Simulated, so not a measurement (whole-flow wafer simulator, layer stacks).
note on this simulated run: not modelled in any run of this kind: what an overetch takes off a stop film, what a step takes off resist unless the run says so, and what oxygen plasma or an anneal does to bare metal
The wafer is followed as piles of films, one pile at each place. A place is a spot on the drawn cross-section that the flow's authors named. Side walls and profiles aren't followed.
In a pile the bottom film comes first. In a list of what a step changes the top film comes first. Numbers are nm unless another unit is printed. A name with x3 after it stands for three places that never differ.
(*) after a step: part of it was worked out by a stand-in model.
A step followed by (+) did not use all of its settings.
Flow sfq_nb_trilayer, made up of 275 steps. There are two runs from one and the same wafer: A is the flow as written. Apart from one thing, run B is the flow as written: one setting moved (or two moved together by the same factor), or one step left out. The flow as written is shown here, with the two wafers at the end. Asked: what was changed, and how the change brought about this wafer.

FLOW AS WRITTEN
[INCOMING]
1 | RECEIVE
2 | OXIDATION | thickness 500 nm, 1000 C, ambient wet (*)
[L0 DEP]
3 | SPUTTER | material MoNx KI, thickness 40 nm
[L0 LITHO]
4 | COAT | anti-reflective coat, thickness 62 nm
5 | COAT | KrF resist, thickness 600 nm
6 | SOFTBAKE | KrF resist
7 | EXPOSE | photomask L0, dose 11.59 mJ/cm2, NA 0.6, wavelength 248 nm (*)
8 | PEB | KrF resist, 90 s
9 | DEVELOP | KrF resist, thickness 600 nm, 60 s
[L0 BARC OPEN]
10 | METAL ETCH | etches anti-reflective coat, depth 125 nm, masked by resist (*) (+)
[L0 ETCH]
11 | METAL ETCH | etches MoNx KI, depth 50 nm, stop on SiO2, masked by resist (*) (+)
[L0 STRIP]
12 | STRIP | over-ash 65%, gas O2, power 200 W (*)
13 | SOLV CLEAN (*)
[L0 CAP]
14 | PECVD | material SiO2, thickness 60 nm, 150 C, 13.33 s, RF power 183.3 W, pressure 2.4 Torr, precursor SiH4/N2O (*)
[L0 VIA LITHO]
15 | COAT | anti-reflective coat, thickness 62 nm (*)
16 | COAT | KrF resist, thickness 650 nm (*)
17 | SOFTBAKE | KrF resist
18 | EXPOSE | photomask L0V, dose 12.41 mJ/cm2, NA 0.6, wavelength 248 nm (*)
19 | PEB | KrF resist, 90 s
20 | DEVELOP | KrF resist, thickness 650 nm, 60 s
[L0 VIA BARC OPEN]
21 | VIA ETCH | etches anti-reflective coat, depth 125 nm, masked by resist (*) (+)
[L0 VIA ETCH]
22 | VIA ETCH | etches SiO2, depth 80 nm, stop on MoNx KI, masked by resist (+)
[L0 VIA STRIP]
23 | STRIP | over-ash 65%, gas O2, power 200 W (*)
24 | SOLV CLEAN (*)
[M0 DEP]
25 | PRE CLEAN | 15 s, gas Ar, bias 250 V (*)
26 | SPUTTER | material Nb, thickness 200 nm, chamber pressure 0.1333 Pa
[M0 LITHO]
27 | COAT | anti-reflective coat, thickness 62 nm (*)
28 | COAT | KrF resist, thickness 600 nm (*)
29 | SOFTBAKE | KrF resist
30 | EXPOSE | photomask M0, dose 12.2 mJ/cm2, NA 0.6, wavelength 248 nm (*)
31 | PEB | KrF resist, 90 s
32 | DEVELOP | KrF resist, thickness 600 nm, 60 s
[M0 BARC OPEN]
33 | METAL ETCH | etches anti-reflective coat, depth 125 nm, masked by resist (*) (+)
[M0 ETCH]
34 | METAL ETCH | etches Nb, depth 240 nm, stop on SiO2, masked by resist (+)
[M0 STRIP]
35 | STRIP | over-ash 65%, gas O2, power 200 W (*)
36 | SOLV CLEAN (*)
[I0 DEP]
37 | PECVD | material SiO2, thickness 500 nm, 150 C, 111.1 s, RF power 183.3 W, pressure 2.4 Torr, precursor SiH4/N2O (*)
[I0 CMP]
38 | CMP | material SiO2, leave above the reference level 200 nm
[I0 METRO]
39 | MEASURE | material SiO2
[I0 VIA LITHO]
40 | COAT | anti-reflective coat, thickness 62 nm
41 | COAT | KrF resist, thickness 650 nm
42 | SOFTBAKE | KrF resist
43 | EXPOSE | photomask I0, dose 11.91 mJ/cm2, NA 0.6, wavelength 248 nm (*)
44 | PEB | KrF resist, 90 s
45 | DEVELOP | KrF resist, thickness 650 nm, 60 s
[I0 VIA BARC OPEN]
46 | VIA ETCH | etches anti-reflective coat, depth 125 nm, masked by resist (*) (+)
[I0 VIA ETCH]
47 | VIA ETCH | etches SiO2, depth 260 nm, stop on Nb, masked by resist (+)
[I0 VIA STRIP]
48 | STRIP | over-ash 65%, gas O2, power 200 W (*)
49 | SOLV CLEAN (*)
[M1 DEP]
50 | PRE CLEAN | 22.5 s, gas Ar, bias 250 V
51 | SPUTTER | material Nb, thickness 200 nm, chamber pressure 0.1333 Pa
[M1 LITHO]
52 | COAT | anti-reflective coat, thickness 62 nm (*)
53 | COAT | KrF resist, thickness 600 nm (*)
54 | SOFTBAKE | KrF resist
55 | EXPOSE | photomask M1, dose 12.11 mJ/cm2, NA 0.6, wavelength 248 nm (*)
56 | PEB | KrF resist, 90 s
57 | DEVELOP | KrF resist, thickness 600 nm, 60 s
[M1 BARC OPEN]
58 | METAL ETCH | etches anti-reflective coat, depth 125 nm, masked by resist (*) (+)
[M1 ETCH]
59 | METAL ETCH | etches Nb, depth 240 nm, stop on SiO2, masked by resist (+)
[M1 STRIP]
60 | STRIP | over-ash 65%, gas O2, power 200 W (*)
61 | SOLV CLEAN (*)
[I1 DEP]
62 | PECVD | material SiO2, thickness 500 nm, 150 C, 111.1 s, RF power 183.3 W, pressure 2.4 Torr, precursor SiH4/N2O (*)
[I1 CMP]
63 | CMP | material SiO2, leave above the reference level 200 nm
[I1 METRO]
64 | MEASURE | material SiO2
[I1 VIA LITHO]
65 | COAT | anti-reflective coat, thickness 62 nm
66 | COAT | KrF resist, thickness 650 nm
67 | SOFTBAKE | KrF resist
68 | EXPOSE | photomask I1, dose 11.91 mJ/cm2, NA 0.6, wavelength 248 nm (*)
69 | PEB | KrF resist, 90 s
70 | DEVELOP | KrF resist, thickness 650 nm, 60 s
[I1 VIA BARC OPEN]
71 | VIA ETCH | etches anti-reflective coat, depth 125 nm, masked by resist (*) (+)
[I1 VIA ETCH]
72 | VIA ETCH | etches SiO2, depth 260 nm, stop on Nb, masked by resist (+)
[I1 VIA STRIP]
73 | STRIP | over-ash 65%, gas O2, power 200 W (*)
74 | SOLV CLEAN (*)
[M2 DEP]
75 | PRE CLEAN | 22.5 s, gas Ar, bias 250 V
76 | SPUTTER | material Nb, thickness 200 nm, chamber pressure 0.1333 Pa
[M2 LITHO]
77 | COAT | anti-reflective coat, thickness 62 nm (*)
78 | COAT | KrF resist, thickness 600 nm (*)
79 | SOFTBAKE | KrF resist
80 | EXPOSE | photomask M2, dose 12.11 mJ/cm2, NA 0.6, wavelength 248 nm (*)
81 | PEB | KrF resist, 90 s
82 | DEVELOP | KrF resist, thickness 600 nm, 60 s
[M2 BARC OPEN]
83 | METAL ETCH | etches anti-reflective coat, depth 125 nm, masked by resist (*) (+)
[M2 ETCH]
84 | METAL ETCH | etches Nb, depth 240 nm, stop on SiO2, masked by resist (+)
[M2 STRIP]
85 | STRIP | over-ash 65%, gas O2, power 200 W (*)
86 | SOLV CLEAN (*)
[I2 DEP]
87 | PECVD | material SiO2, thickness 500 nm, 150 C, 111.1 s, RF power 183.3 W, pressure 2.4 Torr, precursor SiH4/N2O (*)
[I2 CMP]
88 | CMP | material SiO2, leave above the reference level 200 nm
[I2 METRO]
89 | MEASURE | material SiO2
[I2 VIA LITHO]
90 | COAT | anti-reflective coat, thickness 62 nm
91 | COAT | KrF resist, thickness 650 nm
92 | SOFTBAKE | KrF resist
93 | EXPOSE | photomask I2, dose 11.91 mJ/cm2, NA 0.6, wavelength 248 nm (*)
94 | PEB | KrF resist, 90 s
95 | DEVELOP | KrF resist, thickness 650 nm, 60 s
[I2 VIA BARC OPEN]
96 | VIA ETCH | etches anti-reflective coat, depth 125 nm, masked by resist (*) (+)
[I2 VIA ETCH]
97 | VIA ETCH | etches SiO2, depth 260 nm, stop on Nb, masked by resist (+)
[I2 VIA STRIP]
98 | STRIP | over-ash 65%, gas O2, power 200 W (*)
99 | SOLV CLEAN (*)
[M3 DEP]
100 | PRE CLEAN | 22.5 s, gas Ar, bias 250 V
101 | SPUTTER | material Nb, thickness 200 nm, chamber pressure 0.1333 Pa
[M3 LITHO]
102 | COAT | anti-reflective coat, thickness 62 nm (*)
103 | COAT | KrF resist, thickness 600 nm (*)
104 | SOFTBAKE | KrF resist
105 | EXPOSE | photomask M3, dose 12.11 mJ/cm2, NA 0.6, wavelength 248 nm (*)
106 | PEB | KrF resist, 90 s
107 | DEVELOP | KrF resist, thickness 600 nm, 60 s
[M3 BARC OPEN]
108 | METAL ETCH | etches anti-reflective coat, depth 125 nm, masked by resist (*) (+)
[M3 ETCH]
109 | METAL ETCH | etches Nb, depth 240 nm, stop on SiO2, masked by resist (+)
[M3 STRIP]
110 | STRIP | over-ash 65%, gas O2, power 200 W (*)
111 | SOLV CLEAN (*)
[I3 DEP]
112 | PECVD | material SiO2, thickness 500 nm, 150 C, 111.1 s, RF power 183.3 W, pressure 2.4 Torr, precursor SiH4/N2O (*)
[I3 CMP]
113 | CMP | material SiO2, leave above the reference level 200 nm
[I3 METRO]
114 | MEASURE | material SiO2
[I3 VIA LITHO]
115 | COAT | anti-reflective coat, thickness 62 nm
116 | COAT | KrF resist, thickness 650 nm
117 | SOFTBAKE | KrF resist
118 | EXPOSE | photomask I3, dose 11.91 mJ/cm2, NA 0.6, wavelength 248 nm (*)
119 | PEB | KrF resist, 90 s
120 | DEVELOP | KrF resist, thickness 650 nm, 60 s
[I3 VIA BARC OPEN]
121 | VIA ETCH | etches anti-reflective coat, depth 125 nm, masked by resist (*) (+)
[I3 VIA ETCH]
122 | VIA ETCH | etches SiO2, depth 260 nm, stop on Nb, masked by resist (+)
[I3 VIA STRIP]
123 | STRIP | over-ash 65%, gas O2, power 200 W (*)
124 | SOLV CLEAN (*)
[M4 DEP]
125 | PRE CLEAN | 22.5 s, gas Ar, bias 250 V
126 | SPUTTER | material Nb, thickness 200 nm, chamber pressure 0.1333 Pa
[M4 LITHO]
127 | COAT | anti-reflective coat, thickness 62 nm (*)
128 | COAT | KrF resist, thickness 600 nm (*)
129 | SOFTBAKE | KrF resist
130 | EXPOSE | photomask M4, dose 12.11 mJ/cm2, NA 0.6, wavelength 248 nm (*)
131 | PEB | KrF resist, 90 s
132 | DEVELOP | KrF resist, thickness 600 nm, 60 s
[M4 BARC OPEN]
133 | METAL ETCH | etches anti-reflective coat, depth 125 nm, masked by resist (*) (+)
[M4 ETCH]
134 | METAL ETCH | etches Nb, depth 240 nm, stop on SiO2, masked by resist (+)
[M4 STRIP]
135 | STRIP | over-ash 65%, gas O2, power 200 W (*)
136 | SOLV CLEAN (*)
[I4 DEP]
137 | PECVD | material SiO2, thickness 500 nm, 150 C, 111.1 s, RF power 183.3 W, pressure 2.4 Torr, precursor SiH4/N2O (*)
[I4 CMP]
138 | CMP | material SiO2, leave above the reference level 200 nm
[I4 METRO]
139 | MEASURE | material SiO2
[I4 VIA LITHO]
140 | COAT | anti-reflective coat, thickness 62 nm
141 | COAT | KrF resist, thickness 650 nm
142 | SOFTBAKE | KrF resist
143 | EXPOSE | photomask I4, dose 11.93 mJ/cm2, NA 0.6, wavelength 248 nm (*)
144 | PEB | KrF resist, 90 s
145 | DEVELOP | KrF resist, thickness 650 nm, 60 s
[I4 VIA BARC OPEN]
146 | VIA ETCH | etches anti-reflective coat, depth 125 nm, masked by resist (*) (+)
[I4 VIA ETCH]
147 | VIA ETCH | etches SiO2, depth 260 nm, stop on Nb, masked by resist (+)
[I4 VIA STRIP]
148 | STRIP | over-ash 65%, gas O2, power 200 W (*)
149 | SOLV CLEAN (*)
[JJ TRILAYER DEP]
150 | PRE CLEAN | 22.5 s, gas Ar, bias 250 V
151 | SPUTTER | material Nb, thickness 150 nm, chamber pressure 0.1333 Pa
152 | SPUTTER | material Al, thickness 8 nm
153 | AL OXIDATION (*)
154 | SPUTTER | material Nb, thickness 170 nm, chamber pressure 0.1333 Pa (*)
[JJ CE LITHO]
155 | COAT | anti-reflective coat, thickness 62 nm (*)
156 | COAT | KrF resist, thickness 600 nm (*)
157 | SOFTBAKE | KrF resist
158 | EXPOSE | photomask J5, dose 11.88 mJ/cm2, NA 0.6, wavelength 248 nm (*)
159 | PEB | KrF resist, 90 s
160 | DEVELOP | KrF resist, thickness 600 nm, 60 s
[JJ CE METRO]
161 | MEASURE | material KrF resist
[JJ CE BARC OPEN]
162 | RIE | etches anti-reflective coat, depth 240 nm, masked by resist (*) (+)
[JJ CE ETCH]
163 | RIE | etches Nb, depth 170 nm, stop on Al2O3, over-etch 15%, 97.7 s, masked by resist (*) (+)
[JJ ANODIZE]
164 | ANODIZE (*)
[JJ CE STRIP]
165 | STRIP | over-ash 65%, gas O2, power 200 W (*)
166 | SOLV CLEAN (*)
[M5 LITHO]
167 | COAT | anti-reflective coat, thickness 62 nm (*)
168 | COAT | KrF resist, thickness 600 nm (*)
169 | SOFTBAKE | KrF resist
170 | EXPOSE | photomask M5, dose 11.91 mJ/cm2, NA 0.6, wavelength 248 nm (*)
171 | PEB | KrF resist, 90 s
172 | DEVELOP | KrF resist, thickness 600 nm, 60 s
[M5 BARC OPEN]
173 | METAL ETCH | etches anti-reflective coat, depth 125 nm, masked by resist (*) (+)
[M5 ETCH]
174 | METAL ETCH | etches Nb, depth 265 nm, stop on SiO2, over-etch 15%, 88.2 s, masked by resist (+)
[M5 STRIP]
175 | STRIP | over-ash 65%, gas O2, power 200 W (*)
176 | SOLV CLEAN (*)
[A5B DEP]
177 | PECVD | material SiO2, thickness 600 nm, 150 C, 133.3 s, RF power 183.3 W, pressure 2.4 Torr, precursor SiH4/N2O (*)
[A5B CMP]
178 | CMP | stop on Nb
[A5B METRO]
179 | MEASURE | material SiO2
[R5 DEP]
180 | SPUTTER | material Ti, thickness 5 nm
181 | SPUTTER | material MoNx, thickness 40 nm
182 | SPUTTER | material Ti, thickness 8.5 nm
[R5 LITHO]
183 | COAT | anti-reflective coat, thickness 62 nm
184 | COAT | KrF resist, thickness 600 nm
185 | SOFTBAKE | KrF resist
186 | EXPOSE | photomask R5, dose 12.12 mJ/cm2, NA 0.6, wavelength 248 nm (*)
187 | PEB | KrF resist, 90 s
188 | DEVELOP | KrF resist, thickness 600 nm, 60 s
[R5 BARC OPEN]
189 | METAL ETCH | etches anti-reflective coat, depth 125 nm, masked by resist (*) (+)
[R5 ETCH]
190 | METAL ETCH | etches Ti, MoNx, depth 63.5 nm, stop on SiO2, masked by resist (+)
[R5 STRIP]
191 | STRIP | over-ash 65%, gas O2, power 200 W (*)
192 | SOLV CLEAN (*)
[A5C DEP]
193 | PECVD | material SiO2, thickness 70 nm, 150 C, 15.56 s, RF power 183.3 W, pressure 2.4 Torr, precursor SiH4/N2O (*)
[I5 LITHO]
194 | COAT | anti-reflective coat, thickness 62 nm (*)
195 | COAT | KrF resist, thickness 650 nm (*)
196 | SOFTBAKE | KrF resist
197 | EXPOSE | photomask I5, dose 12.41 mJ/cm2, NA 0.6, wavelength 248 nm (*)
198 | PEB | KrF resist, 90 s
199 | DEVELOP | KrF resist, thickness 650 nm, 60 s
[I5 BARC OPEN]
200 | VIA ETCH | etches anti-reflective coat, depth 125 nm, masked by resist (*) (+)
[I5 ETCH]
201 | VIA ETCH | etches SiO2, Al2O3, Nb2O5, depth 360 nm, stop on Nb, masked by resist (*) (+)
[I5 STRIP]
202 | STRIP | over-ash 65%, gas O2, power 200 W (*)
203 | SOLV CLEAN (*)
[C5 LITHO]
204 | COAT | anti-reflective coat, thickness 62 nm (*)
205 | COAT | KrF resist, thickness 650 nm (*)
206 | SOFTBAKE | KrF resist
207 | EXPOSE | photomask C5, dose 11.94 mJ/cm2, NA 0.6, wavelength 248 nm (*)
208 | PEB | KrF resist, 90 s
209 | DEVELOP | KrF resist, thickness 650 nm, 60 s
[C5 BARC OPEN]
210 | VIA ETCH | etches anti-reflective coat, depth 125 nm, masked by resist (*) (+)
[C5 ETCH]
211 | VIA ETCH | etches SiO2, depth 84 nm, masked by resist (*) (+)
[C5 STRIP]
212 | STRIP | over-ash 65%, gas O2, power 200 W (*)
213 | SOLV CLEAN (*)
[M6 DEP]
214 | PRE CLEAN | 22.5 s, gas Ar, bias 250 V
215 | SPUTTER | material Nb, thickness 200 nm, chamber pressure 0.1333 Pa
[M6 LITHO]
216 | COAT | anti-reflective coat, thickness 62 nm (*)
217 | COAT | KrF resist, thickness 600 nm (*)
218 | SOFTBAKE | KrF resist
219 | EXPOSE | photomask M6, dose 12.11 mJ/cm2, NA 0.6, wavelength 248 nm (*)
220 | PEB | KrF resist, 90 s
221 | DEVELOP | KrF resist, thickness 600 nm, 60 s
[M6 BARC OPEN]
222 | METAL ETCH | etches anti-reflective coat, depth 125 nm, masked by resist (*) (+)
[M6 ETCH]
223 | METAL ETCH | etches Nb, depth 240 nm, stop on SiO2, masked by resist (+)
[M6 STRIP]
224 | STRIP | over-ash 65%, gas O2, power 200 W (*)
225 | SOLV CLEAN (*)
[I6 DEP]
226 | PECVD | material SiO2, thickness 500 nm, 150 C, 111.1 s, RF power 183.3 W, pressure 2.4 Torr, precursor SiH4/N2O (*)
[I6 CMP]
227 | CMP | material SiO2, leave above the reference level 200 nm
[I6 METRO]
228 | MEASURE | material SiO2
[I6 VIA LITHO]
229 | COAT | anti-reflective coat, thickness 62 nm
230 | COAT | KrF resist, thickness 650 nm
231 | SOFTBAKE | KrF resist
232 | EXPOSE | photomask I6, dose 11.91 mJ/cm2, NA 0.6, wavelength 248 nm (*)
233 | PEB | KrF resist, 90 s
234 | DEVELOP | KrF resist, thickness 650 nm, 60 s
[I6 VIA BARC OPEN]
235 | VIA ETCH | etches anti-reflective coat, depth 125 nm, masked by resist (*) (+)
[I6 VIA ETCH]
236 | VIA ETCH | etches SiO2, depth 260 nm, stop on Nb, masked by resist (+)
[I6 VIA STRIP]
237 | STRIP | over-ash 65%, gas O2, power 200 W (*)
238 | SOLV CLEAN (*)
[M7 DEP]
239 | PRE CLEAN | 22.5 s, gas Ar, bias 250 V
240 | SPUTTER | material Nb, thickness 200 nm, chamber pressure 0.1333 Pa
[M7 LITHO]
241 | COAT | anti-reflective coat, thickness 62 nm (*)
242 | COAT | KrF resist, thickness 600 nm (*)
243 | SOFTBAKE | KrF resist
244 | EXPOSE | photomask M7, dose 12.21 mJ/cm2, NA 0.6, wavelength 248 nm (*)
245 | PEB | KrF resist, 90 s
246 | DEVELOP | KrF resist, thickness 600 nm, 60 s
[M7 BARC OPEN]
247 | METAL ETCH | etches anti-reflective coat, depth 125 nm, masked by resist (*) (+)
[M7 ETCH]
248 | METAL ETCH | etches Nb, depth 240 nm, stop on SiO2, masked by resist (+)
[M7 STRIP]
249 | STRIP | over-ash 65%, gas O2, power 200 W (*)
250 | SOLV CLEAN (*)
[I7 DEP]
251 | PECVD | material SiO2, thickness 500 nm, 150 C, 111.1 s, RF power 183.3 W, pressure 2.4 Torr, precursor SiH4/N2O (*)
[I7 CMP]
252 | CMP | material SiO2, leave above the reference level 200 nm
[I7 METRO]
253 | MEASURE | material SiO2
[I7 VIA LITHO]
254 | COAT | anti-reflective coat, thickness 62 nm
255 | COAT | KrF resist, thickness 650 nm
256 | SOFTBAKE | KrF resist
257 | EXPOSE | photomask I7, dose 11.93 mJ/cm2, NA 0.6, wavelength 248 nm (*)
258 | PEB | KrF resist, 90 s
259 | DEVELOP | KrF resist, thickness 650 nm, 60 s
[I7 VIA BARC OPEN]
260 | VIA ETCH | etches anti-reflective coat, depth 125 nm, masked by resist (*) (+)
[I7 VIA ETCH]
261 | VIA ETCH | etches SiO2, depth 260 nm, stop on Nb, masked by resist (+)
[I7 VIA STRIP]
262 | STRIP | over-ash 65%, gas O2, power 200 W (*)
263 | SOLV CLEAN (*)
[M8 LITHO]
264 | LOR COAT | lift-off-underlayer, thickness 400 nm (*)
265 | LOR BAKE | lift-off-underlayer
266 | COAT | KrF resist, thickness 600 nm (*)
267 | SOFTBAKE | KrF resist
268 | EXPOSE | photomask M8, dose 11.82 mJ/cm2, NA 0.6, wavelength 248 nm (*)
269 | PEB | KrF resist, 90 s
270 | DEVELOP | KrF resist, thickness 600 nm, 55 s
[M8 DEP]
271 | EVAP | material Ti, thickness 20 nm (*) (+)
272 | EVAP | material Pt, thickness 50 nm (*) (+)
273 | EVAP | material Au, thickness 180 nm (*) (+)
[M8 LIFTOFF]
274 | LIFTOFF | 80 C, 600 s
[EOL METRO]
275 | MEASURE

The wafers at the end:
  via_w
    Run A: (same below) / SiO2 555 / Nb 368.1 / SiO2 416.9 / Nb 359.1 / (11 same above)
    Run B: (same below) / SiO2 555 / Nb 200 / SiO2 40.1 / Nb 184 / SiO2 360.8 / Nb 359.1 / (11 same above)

Cause: step 47, VIA ETCH: depth 152.2 nm was run, while the flow as written has depth 260 nm.

How this came from the change, step by step:
  47 | VIA ETCH | etches SiO2, depth 260 nm, stop on Nb, masked by resist (+)
      via_w: A -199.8 SiO2 (all of it) | B -152.2 SiO2
      field_l, v_sur, via_wl and 102 more: A -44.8 KrF resist | B -26.2 KrF resist
  48 | STRIP | over-ash 65%, gas O2, power 200 W (*)
      field_l, v_sur, via_wl and 102 more: A -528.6 KrF resist (all of it), -62 anti-reflective coat (all of it) | B -547.2 KrF resist (all of it), -62 anti-reflective coat (all of it)
  50 | PRE CLEAN | 22.5 s, gas Ar, bias 250 V
      via_w: A -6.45 Nb | B -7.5 SiO2
  51 | SPUTTER | material Nb, thickness 200 nm, chamber pressure 0.1333 Pa
      via_w: A +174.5 Nb | B +184 Nb (new film)
  52 | COAT | anti-reflective coat, thickness 62 nm (*)
      via_wl: A +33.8 anti-reflective coat (new film) | B +35.7 anti-reflective coat (new film)
      via_w: A +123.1 anti-reflective coat (new film) | B +111.9 anti-reflective coat (new film)
  53 | COAT | KrF resist, thickness 600 nm (*)
      via_w: A +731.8 KrF resist (new film) | B +694.1 KrF resist (new film)
  60 | STRIP | over-ash 65%, gas O2, power 200 W (*)
      via_wl: A -385.5 KrF resist (all of it), -33.8 anti-reflective coat (all of it) | B -389.2 KrF resist (all of it), -35.7 anti-reflective coat (all of it)
      via_w: A -513.8 KrF resist (all of it), -123.1 anti-reflective coat (all of it) | B -476.2 KrF resist (all of it), -111.9 anti-reflective coat (all of it)
  62 | PECVD | material SiO2, thickness 500 nm, 150 C, 111.1 s, RF power 183.3 W, pressure 2.4 Torr, precursor SiH4/N2O (*)
      via_w: A +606 SiO2 (new film) | B +525.4 SiO2 (new film)
  63 | CMP | material SiO2, leave above the reference level 200 nm
      via_w: A -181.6 SiO2 | B -157.1 SiO2
If metal films that touch count as one body, via_w has 6 bodies (between them, from the top down: SiO2 192.5; SiO2 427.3 / Al2O3 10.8 / Nb2O5 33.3; SiO2 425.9; SiO2 360.8; SiO2 40.1); the flow as written gives 5 bodies (between them, from the top down: SiO2 192.5; SiO2 427.3 / Al2O3 10.8 / Nb2O5 33.3; SiO2 425.9; SiO2 416.9).
